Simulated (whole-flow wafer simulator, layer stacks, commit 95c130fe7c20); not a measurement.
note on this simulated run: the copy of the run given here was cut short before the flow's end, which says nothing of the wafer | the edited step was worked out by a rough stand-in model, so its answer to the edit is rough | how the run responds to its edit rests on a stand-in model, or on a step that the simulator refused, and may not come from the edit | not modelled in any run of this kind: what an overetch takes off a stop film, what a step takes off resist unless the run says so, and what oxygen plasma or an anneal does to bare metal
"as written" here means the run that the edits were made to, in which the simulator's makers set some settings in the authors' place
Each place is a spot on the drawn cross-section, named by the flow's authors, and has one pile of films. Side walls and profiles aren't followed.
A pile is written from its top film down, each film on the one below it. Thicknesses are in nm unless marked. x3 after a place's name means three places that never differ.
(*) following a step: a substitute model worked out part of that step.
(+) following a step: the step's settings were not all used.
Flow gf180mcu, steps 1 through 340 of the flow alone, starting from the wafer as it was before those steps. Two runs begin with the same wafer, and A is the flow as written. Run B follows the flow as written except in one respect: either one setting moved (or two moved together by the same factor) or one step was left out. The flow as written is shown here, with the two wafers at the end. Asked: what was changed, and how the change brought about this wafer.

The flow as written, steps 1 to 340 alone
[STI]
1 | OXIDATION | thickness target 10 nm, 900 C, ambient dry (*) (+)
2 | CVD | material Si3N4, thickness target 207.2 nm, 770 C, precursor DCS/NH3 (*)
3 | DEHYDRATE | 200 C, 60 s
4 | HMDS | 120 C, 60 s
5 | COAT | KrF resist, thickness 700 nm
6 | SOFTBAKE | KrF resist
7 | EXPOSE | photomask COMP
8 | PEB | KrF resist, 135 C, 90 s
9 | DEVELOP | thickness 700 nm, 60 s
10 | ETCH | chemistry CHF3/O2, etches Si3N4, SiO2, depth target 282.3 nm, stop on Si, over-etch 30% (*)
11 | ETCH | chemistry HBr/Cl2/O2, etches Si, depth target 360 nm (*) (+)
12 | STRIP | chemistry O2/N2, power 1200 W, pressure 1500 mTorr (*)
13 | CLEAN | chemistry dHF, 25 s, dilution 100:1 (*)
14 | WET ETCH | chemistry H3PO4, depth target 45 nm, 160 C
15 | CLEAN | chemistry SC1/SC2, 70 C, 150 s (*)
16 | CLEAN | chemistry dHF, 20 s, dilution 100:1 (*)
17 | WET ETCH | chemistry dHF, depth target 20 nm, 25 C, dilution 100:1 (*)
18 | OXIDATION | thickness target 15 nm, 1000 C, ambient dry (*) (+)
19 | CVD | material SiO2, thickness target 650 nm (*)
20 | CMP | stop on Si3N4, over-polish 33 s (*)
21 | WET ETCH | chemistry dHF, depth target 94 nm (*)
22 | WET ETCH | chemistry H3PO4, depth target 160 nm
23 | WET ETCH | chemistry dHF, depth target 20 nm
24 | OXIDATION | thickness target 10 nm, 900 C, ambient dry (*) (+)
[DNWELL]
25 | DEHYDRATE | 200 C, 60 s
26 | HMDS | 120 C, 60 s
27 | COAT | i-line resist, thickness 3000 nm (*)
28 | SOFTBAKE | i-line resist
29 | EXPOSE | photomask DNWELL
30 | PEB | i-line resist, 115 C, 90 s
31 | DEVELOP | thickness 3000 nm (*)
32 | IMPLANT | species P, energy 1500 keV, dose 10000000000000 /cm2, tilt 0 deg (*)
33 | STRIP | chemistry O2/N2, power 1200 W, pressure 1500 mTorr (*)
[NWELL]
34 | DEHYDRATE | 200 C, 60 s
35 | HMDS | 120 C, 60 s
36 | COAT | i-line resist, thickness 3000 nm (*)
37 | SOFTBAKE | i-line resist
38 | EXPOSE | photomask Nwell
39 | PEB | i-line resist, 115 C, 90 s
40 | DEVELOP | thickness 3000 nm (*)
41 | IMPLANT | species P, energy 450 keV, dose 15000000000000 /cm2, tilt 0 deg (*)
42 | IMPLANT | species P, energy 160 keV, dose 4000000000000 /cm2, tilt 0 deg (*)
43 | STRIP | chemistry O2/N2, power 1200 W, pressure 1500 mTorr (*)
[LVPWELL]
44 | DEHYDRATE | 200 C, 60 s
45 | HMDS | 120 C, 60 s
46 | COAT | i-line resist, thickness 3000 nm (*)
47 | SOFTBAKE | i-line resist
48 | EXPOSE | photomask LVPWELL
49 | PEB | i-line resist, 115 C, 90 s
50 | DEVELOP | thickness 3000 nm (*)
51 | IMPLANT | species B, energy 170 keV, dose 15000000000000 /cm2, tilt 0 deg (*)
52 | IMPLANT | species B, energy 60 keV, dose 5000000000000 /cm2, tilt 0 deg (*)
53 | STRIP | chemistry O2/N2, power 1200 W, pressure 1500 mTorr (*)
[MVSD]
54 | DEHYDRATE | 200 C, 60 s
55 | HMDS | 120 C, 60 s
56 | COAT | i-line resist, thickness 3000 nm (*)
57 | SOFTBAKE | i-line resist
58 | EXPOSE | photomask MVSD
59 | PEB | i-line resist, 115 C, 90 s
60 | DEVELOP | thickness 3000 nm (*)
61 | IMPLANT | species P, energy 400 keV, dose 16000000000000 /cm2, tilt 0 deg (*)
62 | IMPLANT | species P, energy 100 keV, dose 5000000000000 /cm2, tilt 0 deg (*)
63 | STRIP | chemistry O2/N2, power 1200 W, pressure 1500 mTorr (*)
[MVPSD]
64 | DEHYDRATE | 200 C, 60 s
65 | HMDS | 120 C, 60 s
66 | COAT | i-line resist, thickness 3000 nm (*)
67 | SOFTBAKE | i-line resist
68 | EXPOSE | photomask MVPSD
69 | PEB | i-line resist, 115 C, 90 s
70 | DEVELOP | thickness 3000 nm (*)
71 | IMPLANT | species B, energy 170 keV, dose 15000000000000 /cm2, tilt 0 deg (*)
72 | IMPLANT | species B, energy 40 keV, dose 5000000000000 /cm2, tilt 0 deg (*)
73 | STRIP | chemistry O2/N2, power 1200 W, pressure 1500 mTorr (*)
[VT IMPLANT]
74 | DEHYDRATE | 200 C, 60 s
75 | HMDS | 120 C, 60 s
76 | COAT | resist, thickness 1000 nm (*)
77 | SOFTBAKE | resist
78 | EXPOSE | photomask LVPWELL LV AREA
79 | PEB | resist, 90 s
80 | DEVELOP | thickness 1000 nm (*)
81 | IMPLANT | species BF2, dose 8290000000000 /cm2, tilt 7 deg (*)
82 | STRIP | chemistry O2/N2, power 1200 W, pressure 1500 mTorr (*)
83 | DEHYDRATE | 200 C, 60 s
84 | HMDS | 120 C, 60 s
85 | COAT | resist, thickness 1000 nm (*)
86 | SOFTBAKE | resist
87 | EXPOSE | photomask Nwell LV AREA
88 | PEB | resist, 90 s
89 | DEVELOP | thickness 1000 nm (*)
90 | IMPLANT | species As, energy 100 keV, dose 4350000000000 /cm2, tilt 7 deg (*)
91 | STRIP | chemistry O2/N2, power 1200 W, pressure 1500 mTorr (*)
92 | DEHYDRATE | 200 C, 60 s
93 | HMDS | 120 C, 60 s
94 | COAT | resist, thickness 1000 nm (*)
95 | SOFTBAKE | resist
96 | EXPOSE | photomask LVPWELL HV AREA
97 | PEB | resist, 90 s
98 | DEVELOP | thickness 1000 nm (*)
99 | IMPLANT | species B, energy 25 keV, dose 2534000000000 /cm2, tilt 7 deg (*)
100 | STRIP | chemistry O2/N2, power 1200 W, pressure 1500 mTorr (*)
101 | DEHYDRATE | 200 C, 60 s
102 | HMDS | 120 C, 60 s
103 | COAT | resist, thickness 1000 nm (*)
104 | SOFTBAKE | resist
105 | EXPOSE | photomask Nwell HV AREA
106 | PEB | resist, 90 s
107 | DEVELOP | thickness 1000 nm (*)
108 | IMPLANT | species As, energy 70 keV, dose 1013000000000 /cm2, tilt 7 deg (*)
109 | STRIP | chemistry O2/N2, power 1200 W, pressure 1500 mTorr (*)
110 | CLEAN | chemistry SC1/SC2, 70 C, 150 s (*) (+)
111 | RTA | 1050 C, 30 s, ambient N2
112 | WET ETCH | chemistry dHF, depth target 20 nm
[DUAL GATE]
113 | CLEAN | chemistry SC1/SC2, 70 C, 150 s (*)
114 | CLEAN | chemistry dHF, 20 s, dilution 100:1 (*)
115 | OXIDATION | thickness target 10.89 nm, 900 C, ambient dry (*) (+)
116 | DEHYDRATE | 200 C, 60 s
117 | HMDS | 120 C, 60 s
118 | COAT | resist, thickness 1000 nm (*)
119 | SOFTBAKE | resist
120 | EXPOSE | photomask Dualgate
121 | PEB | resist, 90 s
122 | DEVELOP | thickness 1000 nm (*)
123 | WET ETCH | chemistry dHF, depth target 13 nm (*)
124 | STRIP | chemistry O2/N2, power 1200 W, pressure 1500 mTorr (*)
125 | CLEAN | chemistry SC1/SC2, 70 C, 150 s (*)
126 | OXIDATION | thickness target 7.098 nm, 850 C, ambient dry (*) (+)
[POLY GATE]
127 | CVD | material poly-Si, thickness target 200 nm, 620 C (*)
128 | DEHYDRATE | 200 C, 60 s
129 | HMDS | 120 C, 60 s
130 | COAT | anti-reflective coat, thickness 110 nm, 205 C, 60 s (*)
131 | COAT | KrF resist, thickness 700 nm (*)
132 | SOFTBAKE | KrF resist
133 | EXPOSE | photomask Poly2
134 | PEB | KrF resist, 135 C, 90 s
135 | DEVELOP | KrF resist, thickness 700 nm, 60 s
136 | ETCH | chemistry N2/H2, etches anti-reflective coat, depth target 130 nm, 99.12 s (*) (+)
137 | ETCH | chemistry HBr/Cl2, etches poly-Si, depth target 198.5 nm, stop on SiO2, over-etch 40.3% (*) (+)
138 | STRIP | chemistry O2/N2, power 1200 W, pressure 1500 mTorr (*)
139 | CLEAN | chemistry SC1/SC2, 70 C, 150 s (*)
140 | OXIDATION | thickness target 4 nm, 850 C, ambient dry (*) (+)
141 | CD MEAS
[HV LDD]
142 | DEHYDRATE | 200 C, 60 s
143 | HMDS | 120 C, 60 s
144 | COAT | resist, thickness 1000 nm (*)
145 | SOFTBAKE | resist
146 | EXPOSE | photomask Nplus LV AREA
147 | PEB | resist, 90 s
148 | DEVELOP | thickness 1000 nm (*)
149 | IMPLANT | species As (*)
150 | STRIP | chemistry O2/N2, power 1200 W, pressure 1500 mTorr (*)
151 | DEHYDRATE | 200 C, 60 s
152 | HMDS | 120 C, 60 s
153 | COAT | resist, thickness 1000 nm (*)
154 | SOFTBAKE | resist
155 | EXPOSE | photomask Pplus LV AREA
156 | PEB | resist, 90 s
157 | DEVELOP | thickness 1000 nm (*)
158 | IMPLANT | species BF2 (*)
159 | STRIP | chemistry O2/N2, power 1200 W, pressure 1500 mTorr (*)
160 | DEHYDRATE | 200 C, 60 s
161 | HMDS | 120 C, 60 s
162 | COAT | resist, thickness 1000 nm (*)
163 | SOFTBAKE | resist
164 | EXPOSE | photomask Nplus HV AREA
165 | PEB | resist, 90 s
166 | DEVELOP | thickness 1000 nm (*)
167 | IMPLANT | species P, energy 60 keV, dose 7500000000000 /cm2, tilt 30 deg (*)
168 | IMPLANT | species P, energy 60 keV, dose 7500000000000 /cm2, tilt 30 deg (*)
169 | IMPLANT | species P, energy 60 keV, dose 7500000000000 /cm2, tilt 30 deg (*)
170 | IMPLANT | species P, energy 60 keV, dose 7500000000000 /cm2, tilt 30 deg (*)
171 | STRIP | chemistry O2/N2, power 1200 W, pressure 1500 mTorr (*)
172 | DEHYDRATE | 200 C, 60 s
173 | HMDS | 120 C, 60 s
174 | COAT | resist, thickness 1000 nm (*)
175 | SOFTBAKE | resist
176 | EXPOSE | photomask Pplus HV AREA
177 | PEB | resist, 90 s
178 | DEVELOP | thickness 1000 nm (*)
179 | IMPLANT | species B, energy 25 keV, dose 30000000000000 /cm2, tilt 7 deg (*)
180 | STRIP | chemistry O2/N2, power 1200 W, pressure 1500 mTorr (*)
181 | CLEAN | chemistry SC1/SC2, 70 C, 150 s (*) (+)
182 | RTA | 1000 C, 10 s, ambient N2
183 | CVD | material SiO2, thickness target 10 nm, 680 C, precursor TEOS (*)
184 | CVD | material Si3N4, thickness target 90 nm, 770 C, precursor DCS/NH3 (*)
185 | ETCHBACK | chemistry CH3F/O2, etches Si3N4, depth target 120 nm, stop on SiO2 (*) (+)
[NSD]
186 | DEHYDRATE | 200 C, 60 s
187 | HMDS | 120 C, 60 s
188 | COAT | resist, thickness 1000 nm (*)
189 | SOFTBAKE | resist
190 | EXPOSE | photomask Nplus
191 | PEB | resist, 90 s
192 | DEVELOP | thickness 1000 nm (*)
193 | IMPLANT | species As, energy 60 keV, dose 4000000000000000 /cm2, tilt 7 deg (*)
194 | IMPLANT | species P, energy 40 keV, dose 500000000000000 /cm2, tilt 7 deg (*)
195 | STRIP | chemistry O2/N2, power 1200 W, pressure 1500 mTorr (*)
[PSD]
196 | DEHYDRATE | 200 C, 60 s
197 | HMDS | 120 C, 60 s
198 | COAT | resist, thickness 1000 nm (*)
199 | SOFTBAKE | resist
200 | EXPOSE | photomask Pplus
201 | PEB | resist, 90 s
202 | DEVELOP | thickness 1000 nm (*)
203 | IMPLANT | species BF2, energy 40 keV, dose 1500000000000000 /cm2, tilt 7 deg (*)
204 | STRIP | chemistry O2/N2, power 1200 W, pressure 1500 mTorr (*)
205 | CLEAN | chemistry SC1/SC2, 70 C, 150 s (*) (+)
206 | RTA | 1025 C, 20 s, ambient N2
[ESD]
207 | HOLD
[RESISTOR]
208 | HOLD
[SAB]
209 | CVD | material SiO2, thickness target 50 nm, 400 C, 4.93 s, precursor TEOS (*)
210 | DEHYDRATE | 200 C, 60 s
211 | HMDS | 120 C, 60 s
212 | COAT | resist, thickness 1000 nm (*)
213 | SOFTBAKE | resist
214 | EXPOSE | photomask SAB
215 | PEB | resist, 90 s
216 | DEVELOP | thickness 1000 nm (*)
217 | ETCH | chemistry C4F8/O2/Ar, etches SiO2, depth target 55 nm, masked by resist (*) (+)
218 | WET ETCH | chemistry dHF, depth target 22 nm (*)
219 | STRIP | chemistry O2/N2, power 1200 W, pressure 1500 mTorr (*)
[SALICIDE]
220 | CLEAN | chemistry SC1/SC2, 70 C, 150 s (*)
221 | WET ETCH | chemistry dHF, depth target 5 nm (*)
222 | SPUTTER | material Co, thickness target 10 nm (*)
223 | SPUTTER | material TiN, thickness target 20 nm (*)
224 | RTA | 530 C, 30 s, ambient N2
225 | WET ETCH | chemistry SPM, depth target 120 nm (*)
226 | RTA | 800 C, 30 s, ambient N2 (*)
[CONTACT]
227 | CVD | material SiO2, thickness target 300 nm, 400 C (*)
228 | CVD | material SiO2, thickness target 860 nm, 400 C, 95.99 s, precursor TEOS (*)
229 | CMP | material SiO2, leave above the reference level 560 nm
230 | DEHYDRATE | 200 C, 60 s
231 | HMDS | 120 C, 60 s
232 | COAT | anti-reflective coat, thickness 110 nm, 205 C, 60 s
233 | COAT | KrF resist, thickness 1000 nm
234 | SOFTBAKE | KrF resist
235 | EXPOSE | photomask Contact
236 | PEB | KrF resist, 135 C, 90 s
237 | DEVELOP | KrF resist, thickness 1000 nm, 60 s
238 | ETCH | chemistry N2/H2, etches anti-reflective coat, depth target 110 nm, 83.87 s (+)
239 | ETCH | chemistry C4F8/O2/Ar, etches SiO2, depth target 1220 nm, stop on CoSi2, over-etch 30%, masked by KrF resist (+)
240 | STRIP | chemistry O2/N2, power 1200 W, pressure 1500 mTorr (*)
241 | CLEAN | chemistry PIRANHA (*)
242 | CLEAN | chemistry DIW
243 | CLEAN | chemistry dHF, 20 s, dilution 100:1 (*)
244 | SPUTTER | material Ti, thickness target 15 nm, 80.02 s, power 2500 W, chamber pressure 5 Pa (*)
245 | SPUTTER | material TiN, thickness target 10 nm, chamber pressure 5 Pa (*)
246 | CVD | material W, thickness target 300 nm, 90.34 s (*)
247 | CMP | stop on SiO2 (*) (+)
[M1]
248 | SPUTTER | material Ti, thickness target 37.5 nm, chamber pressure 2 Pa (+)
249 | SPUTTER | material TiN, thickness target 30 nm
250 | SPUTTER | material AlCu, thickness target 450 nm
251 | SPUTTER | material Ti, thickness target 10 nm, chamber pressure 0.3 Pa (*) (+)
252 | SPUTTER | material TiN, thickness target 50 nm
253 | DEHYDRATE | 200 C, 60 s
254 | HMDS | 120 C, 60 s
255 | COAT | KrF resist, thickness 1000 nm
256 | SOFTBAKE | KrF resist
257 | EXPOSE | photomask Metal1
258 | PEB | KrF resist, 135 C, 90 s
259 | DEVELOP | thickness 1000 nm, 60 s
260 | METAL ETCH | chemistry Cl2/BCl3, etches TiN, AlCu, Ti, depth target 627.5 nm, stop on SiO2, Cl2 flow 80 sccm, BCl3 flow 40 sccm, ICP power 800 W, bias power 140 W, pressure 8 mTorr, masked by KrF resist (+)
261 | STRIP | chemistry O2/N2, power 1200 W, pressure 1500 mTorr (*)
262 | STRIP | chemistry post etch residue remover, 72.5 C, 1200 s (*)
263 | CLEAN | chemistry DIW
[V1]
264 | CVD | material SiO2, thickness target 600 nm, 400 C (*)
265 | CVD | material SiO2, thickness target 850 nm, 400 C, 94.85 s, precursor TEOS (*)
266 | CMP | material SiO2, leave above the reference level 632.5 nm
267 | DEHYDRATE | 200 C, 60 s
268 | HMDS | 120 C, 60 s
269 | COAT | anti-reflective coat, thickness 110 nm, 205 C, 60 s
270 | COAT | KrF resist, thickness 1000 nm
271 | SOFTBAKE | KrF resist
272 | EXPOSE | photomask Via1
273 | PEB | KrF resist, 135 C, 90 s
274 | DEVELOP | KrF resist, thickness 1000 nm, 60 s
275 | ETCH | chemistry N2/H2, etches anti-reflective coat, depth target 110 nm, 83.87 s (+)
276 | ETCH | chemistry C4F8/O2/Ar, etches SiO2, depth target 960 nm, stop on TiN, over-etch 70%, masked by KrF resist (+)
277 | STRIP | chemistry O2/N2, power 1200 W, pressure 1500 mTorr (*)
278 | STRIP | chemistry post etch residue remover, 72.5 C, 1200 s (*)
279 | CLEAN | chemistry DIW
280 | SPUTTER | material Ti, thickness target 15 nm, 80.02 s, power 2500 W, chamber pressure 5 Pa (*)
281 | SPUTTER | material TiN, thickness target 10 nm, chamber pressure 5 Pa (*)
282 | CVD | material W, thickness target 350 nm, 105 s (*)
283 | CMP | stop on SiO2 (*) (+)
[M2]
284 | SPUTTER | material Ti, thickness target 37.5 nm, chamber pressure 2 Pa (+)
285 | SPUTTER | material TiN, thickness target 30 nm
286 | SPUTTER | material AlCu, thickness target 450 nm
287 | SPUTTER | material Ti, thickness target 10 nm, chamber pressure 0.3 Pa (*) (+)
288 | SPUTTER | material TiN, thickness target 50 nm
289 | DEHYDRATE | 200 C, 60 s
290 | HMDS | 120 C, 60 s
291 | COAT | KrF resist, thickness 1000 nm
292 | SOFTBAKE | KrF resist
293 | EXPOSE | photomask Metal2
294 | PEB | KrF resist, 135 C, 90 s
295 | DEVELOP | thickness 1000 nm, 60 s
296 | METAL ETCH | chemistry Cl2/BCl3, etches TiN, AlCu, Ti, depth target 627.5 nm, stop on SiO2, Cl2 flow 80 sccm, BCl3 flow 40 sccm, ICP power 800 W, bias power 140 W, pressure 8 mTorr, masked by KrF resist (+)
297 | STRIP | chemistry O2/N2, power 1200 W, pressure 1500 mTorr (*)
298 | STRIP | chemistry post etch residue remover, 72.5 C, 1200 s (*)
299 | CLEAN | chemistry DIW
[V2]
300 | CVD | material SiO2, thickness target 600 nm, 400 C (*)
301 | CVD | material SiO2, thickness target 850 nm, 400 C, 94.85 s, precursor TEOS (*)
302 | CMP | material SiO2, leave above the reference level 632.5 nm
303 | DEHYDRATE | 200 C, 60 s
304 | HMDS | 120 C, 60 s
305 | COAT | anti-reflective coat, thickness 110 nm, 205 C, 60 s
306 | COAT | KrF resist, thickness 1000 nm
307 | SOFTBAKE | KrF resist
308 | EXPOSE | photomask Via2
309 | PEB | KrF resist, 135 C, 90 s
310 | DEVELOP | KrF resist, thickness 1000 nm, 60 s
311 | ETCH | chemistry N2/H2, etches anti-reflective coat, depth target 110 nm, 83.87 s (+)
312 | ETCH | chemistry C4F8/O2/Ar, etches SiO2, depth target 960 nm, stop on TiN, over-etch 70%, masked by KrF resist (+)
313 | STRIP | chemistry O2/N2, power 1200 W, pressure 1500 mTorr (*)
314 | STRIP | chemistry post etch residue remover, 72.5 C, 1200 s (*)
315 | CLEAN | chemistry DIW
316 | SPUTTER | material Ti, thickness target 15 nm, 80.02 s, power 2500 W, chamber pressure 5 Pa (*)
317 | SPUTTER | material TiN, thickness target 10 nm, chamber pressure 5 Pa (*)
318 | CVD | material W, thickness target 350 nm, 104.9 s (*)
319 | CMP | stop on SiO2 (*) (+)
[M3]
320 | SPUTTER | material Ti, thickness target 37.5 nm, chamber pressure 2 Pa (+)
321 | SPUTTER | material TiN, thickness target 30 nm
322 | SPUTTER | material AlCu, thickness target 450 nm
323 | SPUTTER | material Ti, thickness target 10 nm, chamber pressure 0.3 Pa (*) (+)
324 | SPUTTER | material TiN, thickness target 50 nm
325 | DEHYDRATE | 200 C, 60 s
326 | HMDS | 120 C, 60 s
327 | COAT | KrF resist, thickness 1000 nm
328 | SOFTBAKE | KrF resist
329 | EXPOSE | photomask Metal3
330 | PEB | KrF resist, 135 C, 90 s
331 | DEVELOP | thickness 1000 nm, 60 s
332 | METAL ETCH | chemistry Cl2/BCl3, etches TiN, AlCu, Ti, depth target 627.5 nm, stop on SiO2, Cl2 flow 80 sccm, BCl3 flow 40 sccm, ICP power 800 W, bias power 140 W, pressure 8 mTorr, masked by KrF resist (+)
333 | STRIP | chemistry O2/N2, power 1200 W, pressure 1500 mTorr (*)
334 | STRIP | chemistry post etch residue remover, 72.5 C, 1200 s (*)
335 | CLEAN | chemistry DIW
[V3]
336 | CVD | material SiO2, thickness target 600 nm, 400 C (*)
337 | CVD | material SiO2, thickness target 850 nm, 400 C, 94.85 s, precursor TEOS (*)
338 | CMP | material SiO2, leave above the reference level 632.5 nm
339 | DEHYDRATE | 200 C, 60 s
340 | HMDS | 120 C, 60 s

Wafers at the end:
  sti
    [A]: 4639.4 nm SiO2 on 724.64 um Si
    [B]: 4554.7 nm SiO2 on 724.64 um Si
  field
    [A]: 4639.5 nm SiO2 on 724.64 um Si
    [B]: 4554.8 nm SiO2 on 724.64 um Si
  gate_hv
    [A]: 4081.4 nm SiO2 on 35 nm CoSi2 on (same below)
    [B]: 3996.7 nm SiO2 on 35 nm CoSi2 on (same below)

What caused this: step 337, CVD: 50.98 s was run, though the flow has 94.85 s.

How this came from the change, step by step:
  337 | CVD | material SiO2, thickness target 850 nm, 400 C, 94.85 s, precursor TEOS (*)
      field, field__w1, field__w2 and 108 more: A SiO2 gains 850 | B SiO2 gains 465.3
  338 | CMP | material SiO2, leave above the reference level 632.5 nm
      field, field__w1, field__w2 and 103 more: A SiO2 loses 300 | B nothing
      field__w8, contact, m1, m1__w1, m1_nw: A SiO2 loses 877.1 | B SiO2 loses 492.4
